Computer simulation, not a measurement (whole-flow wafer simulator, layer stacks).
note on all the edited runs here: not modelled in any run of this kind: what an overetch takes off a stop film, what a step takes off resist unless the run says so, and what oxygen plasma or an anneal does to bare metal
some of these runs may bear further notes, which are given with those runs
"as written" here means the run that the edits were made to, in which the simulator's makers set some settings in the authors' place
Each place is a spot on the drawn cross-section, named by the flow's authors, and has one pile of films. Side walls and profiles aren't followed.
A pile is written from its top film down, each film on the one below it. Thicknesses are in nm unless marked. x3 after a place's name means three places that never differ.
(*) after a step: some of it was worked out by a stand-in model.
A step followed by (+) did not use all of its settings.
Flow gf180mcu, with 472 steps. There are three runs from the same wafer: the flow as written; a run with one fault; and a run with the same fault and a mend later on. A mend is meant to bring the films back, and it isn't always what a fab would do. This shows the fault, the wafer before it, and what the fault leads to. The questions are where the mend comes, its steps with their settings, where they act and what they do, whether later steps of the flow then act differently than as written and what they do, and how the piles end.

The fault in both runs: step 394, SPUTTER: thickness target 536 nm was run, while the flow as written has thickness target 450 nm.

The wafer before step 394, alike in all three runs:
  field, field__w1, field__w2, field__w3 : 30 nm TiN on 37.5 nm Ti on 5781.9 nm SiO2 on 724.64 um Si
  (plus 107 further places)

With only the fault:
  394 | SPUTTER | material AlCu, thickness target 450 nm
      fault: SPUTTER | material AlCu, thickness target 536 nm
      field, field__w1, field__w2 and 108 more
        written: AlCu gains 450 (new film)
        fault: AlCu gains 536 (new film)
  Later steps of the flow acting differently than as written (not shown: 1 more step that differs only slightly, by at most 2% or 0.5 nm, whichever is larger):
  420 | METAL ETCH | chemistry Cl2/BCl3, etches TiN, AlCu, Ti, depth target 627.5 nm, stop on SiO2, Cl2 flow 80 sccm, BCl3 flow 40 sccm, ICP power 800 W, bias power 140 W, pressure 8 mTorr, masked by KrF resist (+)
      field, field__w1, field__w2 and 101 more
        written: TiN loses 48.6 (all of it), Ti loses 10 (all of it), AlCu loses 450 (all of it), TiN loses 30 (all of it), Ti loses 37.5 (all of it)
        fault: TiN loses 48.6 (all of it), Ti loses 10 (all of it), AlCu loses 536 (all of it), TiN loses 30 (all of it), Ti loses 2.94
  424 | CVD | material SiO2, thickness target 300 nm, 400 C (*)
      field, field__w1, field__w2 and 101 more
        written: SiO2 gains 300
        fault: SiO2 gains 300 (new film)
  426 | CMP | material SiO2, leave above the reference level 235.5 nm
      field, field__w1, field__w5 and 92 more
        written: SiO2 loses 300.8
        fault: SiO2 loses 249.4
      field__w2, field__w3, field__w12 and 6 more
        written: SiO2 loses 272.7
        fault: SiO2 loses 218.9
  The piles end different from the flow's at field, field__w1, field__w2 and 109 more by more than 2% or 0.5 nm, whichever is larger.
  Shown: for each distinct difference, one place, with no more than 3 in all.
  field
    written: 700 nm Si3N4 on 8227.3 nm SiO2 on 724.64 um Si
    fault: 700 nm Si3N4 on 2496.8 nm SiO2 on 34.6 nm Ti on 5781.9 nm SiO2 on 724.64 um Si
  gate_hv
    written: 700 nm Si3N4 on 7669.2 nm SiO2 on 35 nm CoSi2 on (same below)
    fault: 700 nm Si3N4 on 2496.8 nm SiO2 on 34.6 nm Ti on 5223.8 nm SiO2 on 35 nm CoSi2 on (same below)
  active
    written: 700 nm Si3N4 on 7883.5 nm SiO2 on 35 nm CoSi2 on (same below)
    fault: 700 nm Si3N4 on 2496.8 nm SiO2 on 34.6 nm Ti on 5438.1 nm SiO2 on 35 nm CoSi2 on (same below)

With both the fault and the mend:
  After step 394 comes the mend.
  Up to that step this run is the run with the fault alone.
  394a | METAL ETCH | chemistry Cl2/BCl3, etches TiN, AlCu, Ti, depth target 86 nm, Cl2 flow 80 sccm, BCl3 flow 40 sccm, ICP power 800 W, bias power 140 W, pressure 8 mTorr (a further turn of the flow's step 260, with different settings)
      field, field__w1, field__w2 and 108 more
        AlCu loses 86
  None of the later steps of the flow acts differently than as written at any place that is followed.
  At every place that both follow, the piles at the end match the flow's.
